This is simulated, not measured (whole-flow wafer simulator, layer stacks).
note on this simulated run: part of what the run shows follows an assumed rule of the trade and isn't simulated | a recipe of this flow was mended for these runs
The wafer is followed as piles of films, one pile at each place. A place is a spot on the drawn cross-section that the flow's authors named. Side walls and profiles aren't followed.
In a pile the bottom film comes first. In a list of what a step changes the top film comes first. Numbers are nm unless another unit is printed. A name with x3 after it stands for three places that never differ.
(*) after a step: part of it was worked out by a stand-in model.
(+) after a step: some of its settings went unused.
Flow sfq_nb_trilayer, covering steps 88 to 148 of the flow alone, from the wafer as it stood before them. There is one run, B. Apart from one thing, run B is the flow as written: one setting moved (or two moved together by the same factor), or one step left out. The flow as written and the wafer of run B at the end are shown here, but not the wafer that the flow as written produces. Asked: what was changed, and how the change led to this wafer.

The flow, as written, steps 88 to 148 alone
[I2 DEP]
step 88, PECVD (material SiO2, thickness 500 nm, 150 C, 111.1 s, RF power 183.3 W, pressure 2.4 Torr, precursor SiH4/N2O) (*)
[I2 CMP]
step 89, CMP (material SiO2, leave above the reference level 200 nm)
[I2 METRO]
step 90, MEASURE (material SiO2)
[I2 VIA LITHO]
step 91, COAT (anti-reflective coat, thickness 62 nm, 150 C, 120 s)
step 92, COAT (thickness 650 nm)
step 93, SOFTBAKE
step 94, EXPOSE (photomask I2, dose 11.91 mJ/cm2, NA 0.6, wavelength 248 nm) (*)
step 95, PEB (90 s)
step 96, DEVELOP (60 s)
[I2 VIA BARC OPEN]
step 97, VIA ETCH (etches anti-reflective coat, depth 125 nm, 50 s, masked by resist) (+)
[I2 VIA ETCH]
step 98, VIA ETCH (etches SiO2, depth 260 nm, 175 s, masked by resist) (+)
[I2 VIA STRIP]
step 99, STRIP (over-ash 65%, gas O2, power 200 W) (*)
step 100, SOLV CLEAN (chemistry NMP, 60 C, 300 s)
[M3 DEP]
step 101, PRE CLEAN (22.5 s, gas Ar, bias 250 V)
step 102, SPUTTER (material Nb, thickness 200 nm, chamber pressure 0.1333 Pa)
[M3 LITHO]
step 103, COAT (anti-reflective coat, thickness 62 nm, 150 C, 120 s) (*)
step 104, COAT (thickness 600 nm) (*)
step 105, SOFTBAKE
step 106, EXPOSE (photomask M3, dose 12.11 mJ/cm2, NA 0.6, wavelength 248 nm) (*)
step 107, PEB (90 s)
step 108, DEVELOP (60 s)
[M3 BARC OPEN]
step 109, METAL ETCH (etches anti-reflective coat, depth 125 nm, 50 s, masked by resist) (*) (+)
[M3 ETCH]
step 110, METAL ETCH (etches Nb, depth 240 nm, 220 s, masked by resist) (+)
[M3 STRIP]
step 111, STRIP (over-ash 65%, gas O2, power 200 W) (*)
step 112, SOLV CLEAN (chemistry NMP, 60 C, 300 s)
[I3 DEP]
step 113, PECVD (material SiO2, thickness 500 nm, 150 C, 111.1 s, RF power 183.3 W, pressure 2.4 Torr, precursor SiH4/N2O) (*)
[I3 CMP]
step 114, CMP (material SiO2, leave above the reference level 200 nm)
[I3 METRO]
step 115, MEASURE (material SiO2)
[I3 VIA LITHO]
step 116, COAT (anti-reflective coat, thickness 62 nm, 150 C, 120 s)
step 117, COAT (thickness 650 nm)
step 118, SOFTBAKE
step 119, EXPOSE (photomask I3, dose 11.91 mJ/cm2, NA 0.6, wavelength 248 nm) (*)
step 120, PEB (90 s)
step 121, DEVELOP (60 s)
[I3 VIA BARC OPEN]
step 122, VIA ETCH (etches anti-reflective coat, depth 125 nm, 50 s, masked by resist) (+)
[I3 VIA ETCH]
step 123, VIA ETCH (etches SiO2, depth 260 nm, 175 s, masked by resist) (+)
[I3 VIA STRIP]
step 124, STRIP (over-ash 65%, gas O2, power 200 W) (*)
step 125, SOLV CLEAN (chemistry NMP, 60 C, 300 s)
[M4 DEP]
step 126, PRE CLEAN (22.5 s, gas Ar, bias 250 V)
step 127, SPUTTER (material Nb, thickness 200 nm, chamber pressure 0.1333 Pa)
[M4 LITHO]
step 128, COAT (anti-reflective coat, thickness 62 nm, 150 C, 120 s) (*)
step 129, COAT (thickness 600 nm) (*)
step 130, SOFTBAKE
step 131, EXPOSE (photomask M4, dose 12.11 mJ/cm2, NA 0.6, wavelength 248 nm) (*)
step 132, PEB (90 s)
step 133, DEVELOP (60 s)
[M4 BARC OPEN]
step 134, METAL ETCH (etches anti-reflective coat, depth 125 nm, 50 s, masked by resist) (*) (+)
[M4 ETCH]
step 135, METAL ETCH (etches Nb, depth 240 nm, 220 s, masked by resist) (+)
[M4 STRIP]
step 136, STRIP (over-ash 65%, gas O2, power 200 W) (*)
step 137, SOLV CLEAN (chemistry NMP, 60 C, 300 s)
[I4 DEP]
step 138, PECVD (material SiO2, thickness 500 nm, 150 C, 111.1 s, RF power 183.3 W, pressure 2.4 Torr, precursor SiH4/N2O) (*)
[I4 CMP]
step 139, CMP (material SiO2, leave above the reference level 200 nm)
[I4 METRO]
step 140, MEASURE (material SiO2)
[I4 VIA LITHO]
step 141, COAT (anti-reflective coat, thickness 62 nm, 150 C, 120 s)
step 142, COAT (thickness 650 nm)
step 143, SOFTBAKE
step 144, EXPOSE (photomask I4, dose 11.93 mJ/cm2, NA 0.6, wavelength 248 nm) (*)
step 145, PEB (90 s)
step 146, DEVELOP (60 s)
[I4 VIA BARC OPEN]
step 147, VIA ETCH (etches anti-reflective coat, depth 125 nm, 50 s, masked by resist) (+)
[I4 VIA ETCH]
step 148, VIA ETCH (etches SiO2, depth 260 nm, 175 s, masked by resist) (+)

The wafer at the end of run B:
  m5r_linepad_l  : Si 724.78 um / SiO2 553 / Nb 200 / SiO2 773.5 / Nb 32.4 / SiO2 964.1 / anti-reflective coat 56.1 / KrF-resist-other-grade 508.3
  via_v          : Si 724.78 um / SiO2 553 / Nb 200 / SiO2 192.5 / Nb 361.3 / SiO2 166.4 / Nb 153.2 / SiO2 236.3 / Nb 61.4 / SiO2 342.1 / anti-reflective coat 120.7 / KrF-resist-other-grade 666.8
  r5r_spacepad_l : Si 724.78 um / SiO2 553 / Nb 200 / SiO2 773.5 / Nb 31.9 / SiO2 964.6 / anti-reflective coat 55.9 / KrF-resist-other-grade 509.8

The reason: step 88, PECVD: thickness 200 nm was run, while the flow as written has thickness 500 nm; step 88, PECVD: 44.44 s was run, where the flow has 111.1 s.

Step by step, how the change led to this:
  step 88, PECVD (material SiO2, thickness 500 nm, 150 C, 111.1 s, RF power 183.3 W, pressure 2.4 Torr, precursor SiH4/N2O) (*)
      field_l, be, be_sur and 81 more: +200 SiO2 (it would be, as written: +500 SiO2)
      v_sur, via_wl, via_w and 18 more: +200 SiO2 (new film) (it would be, as written: +500 SiO2 (new film))
      (also at 1 further place)
  step 89, CMP (material SiO2, leave above the reference level 200 nm)
      field_l, be, be_sur and 81 more: nothing (it would be, as written: -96 SiO2)
      v_sur, via_wl, via_w and 18 more: nothing (it would be, as written: -300 SiO2)
      (also at 1 further place)
  step 91, COAT (anti-reflective coat, thickness 62 nm, 150 C, 120 s)
      m0r_line_l x3, m0r_line_r x3: +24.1 anti-reflective coat (new film) (it would be, as written: +62 anti-reflective coat (new film))
      m0r_space_l, m0r_space_r, m6r_space_l x2, m6r_space_r x2: +100.4 anti-reflective coat (new film) (it would be, as written: +62 anti-reflective coat (new film))
      (also at 88 further places)
  step 92, COAT (thickness 650 nm)
      m0r_line_l x3, m0r_line_r x3: +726 KrF-resist-other-grade (new film) (it would be, as written: +650 KrF-resist-other-grade (new film))
      moat, field_r, lsp_l, p4_fl: +664.9 KrF-resist-other-grade (new film) (it would be, as written: +650 KrF-resist-other-grade (new film))
      (also at 70 further places)
  step 96, DEVELOP (60 s)
      via_w: -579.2 KrF-resist-other-grade (all of it) (it would be, as written: -648.6 KrF-resist-other-grade (all of it))
  step 97, VIA ETCH (etches anti-reflective coat, depth 125 nm, 50 s, masked by resist) (+)
      via_w: -56.1 anti-reflective coat (all of it), -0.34 SiO2 (it would be, as written: -62 anti-reflective coat (all of it), -0.31 SiO2)
  step 99, STRIP (over-ash 65%, gas O2, power 200 W) (*)
      m0r_line_l x3, m0r_line_r x3: -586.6 KrF-resist-other-grade (all of it), -24.1 anti-reflective coat (all of it) (it would be, as written: -510.8 KrF-resist-other-grade (all of it), -62 anti-reflective coat (all of it))
      m0r_space_l, m0r_space_r, m6r_space_l x2, m6r_space_r x2: -523.7 KrF-resist-other-grade (all of it), -100.4 anti-reflective coat (all of it) (it would be, as written: -510.8 KrF-resist-other-grade (all of it), -62 anti-reflective coat (all of it))
      (also at 89 further places)
  step 102, SPUTTER (material Nb, thickness 200 nm, chamber pressure 0.1333 Pa)
      via_v: +153.2 Nb (new film) (it would be, as written: +200 Nb (new film))
  step 103, COAT (anti-reflective coat, thickness 62 nm, 150 C, 120 s) (*)
      wl_g_sr, m0r_space_l, m0r_space_r, m6r_space_l x2, m6r_space_r x2: +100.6 anti-reflective coat (new film) (it would be, as written: +62 anti-reflective coat (new film))
      m0r_line_l x3, m0r_line_r x3: +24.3 anti-reflective coat (new film) (it would be, as written: +62 anti-reflective coat (new film))
      (also at 83 further places)
  step 104, COAT (thickness 600 nm) (*)
      m0r_line_l x3, m0r_line_r x3: +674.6 KrF-resist-other-grade (new film) (it would be, as written: +600 KrF-resist-other-grade (new film))
      m0r_space_l, m0r_space_r, m6r_space_l x2, m6r_space_r x2: +612.6 KrF-resist-other-grade (new film) (it would be, as written: +600 KrF-resist-other-grade (new film))
      (also at 74 further places)
  step 108, DEVELOP (60 s)
      m0r_line_l x3, m0r_line_r x3: -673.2 KrF-resist-other-grade (all of it) (it would be, as written: -598.7 KrF-resist-other-grade (all of it))
      m0r_space_l, m0r_space_r, m6r_space_l x2, m6r_space_r x2: -611.4 KrF-resist-other-grade (all of it) (it would be, as written: -598.7 KrF-resist-other-grade (all of it))
      (also at 51 further places)
  step 109, METAL ETCH (etches anti-reflective coat, depth 125 nm, 50 s, masked by resist) (*) (+)
      m5r_linepad_l, m5r_linepad_r, r5r_line_l, r5r_spacepad_l, r5r_spacepad_r, m8r_pad_l, m8r_pad_r: -125 anti-reflective coat (it would be, as written: -62 anti-reflective coat (all of it))
      wl_g_sr, m0r_space_l, m0r_space_r, m6r_space_l x2, m6r_space_r x2: -100.6 anti-reflective coat (all of it) (it would be, as written: -62 anti-reflective coat (all of it))
      (also at 54 further places)
  step 110, METAL ETCH (etches Nb, depth 240 nm, 220 s, masked by resist) (+)
      m5r_linepad_l, m5r_linepad_r: -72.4 anti-reflective coat (all of it), -167.6 Nb (it would be, as written: -200 Nb (all of it), -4 SiO2)
      r5r_spacepad_l, r5r_spacepad_r: -71.9 anti-reflective coat (all of it), -168.1 Nb (it would be, as written: -200 Nb (all of it), -4 SiO2)
      (also at 3 further places)
  step 111, STRIP (over-ash 65%, gas O2, power 200 W) (*)
      v_sur: -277 KrF-resist-other-grade (all of it), -37 anti-reflective coat (all of it) (it would be, as written: -361 KrF-resist-other-grade (all of it), -46 anti-reflective coat (all of it))
      via_wl: -292 KrF-resist-other-grade (all of it), -24 anti-reflective coat (all of it) (it would be, as written: -381.1 KrF-resist-other-grade (all of it), -16.7 anti-reflective coat (all of it))
      (also at 27 further places)
  step 113, PECVD (material SiO2, thickness 500 nm, 150 C, 111.1 s, RF power 183.3 W, pressure 2.4 Torr, precursor SiH4/N2O) (*)
      m5r_linepad_l, m5r_linepad_r, r5r_spacepad_l, r5r_spacepad_r, m8r_pad_l, m8r_pad_r: +500 SiO2 (new film) (it would be, as written: +500 SiO2)
      via_v: +661.2 SiO2 (new film) (it would be, as written: +500 SiO2 (new film))
  step 114, CMP (material SiO2, leave above the reference level 200 nm)
      field_l, be, be_sur and 64 more: nothing (it would be, as written: -96 SiO2)
      p4_g1, p4_g2, p3_s0, p3_s1, p3_s2, p3_s3, p3_s4, p3_s5: nothing (it would be, as written: -157.1 SiO2)
      (also at 10 further places)
  ... another 18 steps ...
  step 147, VIA ETCH (etches anti-reflective coat, depth 125 nm, 50 s, masked by resist) (+)
      via_wl: -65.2 anti-reflective coat (all of it), -0.3 SiO2 (it would be, as written: -62 anti-reflective coat (all of it), -0.31 SiO2)
      via_w: -69.2 anti-reflective coat (all of it), -0.28 SiO2 (it would be, as written: -62 anti-reflective coat (all of it), -0.31 SiO2)
      (also at 1 further place)
If metal films that touch count as one body, m5r_linepad_l has 2 bodies (between them, from the top down: SiO2 773.5); the flow as written gives 1 body.
If metal films that touch count as one body, via_v has 4 bodies (between them, from the top down: SiO2 236.3; SiO2 166.4; SiO2 192.5); the flow as written gives 3 bodies (between them, from the top down: SiO2 423.7; SiO2 192.5).
If metal films that touch count as one body, r5r_spacepad_l has 2 bodies (between them, from the top down: SiO2 773.5); the flow as written gives 1 body.
